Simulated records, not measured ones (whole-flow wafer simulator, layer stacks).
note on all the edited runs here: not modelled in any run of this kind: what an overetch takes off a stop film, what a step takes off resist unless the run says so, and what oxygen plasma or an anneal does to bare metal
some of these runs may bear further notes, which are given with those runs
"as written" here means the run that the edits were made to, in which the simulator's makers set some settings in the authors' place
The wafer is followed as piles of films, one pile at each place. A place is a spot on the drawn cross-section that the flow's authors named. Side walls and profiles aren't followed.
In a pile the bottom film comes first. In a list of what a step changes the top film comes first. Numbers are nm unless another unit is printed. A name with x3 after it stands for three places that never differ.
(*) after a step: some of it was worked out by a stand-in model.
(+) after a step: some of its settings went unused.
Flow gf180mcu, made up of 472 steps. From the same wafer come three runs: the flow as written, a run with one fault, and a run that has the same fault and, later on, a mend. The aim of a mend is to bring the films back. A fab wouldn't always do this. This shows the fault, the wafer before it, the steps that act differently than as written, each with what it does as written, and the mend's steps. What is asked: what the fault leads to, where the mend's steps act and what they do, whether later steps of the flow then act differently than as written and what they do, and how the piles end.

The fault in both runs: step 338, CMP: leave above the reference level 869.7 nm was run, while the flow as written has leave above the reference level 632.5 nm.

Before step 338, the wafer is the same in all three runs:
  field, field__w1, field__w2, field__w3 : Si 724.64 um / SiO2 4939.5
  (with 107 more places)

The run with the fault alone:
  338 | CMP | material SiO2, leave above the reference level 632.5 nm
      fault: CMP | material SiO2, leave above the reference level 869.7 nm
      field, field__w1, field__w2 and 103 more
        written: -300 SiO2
        fault: -62.8 SiO2
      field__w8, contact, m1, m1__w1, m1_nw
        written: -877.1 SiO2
        fault: -639.9 SiO2
  Steps further on in the flow that do not act as written:
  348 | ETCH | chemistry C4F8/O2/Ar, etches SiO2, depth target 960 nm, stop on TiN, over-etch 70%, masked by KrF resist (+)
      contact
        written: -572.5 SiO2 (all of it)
        fault: -809.7 SiO2 (all of it)
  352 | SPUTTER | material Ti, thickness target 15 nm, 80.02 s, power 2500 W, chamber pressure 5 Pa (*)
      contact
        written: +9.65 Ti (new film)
        fault: +8.41 Ti (new film)
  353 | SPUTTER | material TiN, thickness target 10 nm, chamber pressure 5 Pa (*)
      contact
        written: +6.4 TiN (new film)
        fault: +5.57 TiN (new film)
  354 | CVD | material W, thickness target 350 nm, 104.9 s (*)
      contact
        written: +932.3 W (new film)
        fault: +1171.6 W (new film)
  By the end, the piles at field, field__w1, field__w2 and 109 more depart from the flow's by more than 2% or 0.5 nm, whichever is larger.
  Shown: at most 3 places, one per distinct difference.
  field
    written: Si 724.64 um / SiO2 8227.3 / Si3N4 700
    fault: Si 724.64 um / SiO2 8464.5 / Si3N4 700
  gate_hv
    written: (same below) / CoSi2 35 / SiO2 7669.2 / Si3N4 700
    fault: (same below) / CoSi2 35 / SiO2 7906.4 / Si3N4 700
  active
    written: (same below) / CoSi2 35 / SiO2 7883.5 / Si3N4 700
    fault: (same below) / CoSi2 35 / SiO2 8120.7 / Si3N4 700

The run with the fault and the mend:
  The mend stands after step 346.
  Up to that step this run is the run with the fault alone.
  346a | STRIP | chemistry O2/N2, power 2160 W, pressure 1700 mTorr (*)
      field, field__w1, field__w2 and 107 more
        -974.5 KrF resist (all of it), -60 anti-reflective coat (all of it)
      contact
        -60 anti-reflective coat (all of it)
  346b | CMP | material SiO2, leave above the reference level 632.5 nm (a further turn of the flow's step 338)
      field, field__w1, field__w2 and 108 more
        -237.2 SiO2
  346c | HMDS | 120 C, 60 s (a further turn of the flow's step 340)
      leaves every film unchanged at each place that is followed
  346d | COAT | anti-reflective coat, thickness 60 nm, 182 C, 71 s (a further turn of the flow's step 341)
      field, field__w1, field__w2 and 108 more
        +60 anti-reflective coat (new film)
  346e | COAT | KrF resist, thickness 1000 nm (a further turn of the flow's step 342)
      field, field__w1, field__w2 and 108 more
        +1000 KrF resist (new film)
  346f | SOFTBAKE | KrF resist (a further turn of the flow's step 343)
      leaves every film unchanged at each place that is followed
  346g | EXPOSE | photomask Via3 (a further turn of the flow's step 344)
      leaves every film unchanged at each place that is followed
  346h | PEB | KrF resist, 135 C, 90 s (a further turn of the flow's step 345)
      field, field__w1, field__w2 and 108 more
        -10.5 KrF resist
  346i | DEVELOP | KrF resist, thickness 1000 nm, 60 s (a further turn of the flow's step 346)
      field, field__w1, field__w2 and 107 more
        -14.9 KrF resist
      contact
        -989.5 KrF resist (all of it)
  Every later step of the flow that is run acts as written at every place that is followed.
  By the end, the piles equal the flow's at every place that both follow.
